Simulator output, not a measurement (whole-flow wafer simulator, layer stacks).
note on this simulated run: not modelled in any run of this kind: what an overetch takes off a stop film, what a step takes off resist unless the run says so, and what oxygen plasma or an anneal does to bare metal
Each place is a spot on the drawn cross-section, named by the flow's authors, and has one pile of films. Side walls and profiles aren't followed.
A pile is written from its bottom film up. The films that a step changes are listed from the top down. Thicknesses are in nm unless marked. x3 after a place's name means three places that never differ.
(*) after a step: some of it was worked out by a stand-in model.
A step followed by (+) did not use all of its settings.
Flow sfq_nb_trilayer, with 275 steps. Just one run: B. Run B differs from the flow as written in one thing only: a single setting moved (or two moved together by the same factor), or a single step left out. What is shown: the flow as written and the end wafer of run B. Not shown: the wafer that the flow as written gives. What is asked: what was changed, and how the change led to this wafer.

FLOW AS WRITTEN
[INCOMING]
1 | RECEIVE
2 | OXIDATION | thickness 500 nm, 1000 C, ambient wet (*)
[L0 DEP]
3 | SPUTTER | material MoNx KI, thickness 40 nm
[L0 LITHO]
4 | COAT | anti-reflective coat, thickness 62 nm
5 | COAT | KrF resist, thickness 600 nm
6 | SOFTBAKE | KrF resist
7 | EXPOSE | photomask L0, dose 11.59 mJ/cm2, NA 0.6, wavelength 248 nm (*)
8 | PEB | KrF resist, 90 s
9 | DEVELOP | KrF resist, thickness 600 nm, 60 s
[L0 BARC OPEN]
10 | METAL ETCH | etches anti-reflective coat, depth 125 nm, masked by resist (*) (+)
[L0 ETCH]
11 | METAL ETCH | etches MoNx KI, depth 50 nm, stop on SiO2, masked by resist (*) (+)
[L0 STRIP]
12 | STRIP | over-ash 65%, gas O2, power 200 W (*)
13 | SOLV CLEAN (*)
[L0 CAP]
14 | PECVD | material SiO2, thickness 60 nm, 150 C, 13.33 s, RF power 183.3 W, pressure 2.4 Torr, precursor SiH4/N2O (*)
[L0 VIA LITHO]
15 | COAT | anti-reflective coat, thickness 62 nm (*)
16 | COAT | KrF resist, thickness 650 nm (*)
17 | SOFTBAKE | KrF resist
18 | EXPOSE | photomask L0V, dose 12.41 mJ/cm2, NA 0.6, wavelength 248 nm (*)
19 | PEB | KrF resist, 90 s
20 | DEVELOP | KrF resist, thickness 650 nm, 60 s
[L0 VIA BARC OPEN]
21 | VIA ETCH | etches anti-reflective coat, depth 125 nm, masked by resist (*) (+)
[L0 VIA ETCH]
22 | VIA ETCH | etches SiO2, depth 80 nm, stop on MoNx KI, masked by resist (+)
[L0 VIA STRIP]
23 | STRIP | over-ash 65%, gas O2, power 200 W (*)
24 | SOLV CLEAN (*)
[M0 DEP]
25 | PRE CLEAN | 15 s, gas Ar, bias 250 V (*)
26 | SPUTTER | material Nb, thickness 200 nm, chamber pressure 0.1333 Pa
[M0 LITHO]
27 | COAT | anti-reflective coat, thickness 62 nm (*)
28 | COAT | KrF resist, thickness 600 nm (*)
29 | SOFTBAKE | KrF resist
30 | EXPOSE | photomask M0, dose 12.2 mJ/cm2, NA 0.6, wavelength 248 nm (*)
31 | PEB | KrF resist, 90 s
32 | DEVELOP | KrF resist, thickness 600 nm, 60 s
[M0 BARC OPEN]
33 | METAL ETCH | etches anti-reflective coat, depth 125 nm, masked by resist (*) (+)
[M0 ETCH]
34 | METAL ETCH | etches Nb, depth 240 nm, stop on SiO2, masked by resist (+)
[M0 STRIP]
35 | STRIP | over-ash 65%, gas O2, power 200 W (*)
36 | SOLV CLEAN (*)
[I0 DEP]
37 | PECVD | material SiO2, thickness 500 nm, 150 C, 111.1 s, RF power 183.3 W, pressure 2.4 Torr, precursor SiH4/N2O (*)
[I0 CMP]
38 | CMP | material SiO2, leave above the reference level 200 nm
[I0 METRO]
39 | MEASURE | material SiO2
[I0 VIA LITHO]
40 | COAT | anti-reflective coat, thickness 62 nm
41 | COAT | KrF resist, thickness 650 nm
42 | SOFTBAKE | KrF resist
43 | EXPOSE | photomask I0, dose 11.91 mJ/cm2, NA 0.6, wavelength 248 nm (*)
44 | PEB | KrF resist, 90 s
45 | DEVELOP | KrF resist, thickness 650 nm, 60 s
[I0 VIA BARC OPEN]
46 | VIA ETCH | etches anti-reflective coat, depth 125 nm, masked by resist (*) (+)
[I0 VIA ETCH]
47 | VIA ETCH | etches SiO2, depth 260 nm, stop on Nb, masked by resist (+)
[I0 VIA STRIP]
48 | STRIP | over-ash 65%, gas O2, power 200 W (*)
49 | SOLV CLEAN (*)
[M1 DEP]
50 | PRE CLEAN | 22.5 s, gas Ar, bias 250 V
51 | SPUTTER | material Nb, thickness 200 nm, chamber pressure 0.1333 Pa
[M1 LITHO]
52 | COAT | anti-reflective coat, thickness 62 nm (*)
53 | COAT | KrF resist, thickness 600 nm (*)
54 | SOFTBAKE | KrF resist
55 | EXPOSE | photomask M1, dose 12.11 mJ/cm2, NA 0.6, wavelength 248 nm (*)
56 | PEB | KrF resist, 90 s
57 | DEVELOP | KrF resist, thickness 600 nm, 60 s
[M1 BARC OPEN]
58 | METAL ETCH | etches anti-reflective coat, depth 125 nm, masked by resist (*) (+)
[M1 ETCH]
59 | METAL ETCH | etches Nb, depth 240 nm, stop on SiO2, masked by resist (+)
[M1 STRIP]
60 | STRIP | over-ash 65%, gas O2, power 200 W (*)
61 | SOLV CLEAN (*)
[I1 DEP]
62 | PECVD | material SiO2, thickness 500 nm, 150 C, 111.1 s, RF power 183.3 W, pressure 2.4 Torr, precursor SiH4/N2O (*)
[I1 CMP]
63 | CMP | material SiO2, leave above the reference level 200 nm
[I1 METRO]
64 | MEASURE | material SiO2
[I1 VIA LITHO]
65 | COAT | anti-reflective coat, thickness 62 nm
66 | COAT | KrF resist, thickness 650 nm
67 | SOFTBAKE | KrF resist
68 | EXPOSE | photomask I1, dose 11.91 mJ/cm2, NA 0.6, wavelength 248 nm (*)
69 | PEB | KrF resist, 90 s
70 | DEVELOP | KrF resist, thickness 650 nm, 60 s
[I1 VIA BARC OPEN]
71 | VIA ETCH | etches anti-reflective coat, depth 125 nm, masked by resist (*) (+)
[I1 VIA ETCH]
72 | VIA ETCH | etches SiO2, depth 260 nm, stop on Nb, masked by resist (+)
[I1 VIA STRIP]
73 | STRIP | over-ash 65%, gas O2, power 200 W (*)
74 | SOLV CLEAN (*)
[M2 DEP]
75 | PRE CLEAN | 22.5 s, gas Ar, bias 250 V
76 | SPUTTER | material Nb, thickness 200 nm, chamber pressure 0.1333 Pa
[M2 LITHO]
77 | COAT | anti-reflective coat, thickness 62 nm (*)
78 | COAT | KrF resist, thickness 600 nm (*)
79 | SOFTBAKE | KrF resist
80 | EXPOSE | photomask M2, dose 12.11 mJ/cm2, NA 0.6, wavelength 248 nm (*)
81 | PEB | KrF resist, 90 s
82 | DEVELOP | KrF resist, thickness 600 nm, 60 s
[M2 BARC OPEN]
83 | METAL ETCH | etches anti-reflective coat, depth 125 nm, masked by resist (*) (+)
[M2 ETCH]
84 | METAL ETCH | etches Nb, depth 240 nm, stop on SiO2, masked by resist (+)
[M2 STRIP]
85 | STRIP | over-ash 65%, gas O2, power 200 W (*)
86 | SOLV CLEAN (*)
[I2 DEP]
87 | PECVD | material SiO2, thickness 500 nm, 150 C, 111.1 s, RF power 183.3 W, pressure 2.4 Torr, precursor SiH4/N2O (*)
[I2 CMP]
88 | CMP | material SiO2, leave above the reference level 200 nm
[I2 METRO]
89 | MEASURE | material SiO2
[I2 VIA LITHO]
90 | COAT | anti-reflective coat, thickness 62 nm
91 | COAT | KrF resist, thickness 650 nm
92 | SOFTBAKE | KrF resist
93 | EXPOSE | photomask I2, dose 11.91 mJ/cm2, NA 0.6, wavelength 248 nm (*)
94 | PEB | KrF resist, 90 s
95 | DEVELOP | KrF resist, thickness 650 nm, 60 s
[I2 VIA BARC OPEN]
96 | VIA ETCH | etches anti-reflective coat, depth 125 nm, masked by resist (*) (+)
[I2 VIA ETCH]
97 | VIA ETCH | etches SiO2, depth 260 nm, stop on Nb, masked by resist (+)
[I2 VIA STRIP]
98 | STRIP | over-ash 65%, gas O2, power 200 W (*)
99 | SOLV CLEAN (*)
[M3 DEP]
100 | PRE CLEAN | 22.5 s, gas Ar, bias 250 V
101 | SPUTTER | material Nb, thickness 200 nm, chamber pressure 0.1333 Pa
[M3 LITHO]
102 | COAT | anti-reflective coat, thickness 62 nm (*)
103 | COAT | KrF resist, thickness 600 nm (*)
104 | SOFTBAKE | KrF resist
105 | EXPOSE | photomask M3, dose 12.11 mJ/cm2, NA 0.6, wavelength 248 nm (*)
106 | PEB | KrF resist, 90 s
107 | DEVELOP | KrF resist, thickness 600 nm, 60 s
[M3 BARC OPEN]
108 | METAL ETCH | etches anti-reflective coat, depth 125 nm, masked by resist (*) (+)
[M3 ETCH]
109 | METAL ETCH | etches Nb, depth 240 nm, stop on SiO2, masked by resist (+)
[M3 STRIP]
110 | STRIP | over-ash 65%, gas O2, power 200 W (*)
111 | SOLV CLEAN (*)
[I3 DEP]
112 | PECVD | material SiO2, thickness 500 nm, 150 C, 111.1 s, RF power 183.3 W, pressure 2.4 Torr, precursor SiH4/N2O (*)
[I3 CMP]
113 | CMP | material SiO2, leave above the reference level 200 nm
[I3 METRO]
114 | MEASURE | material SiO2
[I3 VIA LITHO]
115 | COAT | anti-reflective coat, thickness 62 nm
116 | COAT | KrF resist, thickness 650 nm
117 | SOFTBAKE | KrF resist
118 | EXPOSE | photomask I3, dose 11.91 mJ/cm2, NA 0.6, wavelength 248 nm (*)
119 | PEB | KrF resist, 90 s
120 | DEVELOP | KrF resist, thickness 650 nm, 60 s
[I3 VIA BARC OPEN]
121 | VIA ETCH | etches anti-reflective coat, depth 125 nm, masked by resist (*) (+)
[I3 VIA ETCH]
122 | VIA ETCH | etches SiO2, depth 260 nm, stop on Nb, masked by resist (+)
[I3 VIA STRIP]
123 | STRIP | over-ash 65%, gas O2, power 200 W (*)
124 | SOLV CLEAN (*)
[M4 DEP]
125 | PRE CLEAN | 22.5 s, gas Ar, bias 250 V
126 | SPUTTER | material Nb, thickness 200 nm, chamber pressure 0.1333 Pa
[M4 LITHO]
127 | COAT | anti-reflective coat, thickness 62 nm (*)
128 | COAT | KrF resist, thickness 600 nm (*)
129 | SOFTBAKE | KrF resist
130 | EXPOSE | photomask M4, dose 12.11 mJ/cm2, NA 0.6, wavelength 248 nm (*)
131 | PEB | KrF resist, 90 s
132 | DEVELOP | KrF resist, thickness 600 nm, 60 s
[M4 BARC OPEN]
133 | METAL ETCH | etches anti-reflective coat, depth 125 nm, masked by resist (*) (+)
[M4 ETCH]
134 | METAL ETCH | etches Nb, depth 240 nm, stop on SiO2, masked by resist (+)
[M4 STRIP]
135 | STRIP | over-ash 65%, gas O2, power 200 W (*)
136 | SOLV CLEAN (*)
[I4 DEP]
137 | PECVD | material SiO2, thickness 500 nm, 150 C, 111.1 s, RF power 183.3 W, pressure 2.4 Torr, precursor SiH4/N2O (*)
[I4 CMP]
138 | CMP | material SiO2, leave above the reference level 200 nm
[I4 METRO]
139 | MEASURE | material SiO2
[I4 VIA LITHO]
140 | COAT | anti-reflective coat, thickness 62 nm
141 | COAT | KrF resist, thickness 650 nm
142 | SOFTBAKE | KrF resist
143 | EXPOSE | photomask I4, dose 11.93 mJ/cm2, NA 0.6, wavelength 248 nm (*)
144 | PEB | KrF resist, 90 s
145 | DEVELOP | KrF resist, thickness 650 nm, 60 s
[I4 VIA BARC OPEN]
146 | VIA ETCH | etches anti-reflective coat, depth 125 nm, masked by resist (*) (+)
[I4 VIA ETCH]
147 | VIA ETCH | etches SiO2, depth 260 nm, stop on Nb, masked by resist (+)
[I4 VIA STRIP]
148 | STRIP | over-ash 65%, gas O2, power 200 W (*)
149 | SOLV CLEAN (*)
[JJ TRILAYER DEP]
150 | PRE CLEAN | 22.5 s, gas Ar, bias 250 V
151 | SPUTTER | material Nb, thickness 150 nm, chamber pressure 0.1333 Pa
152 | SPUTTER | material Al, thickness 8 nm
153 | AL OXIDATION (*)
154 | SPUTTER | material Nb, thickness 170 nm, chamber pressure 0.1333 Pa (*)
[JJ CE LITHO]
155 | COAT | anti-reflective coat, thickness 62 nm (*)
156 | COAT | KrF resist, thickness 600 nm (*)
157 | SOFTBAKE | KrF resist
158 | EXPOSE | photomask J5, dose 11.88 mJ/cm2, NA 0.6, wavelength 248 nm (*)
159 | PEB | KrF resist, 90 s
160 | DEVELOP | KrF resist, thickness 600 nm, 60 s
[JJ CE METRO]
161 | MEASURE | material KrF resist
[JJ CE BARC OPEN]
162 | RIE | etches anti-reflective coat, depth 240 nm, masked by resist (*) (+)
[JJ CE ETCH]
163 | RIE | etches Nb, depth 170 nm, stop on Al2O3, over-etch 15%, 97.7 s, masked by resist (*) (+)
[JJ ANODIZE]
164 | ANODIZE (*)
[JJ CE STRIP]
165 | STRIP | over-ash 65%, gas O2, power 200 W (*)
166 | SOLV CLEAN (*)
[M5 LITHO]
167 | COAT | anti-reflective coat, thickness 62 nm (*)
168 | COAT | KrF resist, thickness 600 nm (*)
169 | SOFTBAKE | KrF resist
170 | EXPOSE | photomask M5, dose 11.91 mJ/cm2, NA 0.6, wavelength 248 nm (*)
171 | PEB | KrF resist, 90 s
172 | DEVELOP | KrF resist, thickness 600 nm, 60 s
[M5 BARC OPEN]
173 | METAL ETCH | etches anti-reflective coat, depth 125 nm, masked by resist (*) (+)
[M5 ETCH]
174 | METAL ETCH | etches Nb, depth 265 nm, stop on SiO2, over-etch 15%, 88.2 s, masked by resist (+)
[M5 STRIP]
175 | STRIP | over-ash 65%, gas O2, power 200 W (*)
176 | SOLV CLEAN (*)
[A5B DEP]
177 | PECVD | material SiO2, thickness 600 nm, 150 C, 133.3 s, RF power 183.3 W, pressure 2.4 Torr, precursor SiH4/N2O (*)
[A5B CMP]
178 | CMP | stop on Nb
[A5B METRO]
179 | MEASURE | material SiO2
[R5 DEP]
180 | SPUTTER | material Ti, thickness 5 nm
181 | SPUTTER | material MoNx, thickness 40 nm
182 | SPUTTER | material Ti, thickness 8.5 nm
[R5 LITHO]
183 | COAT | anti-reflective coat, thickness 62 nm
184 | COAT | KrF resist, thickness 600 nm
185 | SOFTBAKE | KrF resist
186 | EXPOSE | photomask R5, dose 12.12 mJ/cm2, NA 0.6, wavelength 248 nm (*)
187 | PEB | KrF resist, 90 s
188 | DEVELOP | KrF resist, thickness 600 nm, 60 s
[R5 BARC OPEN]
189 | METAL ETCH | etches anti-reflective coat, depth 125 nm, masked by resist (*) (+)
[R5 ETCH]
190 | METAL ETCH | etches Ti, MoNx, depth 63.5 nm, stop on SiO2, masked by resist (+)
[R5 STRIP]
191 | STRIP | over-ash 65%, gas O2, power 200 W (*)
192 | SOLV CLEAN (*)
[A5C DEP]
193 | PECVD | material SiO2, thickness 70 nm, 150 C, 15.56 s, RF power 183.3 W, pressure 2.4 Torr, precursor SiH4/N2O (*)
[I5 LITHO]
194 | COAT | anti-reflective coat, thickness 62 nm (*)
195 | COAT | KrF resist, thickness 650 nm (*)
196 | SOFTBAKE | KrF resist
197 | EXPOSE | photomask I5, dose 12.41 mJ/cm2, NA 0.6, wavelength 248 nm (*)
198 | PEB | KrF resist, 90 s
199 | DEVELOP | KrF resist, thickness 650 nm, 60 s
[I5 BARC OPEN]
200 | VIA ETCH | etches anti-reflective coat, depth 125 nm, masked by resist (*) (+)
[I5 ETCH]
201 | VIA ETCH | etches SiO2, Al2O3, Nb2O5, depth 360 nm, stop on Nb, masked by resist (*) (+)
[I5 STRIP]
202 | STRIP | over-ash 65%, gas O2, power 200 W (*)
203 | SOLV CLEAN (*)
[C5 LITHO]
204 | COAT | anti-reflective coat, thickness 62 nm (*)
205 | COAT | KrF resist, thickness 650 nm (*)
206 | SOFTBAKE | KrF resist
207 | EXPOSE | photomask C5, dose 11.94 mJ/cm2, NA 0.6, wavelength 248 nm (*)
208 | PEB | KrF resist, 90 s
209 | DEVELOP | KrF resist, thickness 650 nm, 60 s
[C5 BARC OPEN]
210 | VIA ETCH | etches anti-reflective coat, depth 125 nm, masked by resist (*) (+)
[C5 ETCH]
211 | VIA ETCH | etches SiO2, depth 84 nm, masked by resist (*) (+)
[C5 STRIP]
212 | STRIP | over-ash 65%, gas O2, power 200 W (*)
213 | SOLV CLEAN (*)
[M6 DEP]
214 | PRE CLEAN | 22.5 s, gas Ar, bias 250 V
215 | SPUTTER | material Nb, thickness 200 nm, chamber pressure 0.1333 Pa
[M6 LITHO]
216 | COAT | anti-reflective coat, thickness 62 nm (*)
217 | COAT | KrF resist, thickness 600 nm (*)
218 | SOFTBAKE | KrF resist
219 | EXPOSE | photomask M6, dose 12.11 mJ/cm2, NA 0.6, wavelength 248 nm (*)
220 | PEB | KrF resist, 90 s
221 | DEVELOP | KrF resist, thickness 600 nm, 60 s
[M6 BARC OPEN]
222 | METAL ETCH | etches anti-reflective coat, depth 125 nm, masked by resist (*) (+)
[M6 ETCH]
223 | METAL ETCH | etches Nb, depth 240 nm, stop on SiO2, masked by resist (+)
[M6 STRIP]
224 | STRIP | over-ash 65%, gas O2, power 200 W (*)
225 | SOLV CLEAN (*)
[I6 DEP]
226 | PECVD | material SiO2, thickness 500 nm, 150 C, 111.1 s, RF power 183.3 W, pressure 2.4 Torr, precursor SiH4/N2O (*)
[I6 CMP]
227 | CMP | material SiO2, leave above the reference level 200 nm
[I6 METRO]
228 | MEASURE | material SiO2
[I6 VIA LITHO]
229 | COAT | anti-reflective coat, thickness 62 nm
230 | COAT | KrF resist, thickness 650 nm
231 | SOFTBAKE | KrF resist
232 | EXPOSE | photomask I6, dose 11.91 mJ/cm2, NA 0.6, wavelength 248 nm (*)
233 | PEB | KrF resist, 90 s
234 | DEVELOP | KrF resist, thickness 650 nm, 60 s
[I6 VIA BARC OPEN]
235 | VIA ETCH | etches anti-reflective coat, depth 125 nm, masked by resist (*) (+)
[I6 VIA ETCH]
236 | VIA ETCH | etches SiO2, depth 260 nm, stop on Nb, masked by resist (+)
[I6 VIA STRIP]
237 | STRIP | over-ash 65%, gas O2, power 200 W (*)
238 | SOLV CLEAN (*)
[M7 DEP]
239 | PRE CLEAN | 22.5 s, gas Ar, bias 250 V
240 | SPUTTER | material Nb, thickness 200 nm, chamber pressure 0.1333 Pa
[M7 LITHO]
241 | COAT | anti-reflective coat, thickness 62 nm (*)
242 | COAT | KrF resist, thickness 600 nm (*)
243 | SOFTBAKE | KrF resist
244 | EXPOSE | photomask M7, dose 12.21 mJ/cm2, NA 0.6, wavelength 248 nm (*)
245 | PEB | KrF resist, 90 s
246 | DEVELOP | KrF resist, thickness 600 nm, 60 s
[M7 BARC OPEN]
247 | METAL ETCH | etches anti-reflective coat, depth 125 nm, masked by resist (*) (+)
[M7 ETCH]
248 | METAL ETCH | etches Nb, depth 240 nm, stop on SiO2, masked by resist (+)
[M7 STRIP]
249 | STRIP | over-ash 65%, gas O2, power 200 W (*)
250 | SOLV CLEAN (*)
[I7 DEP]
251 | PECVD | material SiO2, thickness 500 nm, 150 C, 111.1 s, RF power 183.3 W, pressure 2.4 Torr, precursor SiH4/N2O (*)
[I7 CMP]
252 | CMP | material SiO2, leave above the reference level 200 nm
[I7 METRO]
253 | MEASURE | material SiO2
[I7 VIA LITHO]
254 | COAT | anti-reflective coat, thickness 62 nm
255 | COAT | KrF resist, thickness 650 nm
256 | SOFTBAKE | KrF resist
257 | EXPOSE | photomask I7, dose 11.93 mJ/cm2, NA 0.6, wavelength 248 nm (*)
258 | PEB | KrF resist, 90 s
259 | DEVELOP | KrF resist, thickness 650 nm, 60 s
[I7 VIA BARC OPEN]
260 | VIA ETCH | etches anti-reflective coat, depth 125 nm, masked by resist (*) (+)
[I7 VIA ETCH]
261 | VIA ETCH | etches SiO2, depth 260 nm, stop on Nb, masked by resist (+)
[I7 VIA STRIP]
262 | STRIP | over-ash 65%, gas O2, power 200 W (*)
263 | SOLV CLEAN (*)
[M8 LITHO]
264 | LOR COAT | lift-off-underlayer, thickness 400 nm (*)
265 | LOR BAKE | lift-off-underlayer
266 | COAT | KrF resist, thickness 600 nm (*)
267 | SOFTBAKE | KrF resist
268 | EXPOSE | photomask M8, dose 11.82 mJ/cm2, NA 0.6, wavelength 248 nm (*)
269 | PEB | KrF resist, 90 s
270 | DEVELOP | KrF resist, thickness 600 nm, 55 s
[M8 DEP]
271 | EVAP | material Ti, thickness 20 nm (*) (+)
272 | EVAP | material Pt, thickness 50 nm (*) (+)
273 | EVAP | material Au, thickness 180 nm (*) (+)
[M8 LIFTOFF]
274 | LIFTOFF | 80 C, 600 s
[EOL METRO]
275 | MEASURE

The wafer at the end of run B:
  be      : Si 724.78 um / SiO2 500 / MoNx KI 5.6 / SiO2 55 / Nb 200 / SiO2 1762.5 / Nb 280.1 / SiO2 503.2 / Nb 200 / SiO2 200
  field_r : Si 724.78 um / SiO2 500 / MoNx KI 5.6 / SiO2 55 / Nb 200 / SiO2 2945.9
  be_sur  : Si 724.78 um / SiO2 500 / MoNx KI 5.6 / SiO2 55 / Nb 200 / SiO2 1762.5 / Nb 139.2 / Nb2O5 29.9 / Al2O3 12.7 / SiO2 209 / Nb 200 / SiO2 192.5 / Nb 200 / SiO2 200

What caused this: step 3, SPUTTER: thickness 55.6 nm was run, while the flow as written has thickness 40 nm.

How this came from the change, step by step:
  3 | SPUTTER | material MoNx KI, thickness 40 nm
      field_l, v_sur, via_wl and 103 more: +55.6 MoNx KI (new film) (in the flow as written it would be: +40 MoNx KI (new film))
  11 | METAL ETCH | etches MoNx KI, depth 50 nm, stop on SiO2, masked by resist (*) (+)
      v_sur, via_wl, via_w and 97 more: -50 MoNx KI (in the flow as written it would be: -40 MoNx KI (all of it))
  14 | PECVD | material SiO2, thickness 60 nm, 150 C, 13.33 s, RF power 183.3 W, pressure 2.4 Torr, precursor SiH4/N2O (*)
      v_sur, via_wl, via_w and 97 more: +60 SiO2 (new film) (in the flow as written it would be: +60 SiO2)
  15 | COAT | anti-reflective coat, thickness 62 nm (*)
      field_l: +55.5 anti-reflective coat (new film) (in the flow as written it would be: +56.7 anti-reflective coat (new film))
      v_sur: +74.9 anti-reflective coat (new film) (in the flow as written it would be: +72.2 anti-reflective coat (new film))
      (and at 2 other places as well)
  23 | STRIP | over-ash 65%, gas O2, power 200 W (*)
      field_l: -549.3 KrF resist (all of it), -55.5 anti-reflective coat (all of it) (in the flow as written it would be: -551.4 KrF resist (all of it), -56.7 anti-reflective coat (all of it))
      v_sur: -573.1 KrF resist (all of it), -74.9 anti-reflective coat (all of it) (in the flow as written it would be: -570.5 KrF resist (all of it), -72.2 anti-reflective coat (all of it))
      (and at 2 other places as well)
  27 | COAT | anti-reflective coat, thickness 62 nm (*)
      v_sur: +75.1 anti-reflective coat (new film) (in the flow as written it would be: +72.3 anti-reflective coat (new film))
      l0_sur: +46.5 anti-reflective coat (new film) (in the flow as written it would be: +47.5 anti-reflective coat (new film))
      (and at 1 other place as well)
  35 | STRIP | over-ash 65%, gas O2, power 200 W (*)
      v_sur: -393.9 KrF resist (all of it), -75.1 anti-reflective coat (all of it) (in the flow as written it would be: -391.6 KrF resist (all of it), -72.3 anti-reflective coat (all of it))
      l0_sur: -369.2 KrF resist (all of it), -46.5 anti-reflective coat (all of it) (in the flow as written it would be: -372 KrF resist (all of it), -47.5 anti-reflective coat (all of it))
      (and at 1 other place as well)
  38 | CMP | material SiO2, leave above the reference level 200 nm
      field_l, l0_sur, l0r_line_l, l0r_line_c, l0r_line_r: -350 SiO2 (in the flow as written it would be: -340 SiO2)
      l0v: -287.8 SiO2 (in the flow as written it would be: -277.8 SiO2)
With metal films that touch counted as one body, be has 4 bodies (between them, from the top down: SiO2 503.2; SiO2 1762.5; SiO2 55); the flow as written gives 3 bodies (between them, from the top down: SiO2 503.2; SiO2 1762.5).
With metal films that touch counted as one body, field_r has 2 bodies (between them, from the top down: SiO2 55); the flow as written gives 1 body.
With metal films that touch counted as one body, be_sur has 5 bodies (between them, from the top down: SiO2 192.5; SiO2 209 / Al2O3 12.7 / Nb2O5 29.9; SiO2 1762.5; SiO2 55); the flow as written gives 4 bodies (between them, from the top down: SiO2 192.5; SiO2 209 / Al2O3 12.7 / Nb2O5 29.9; SiO2 1762.5).
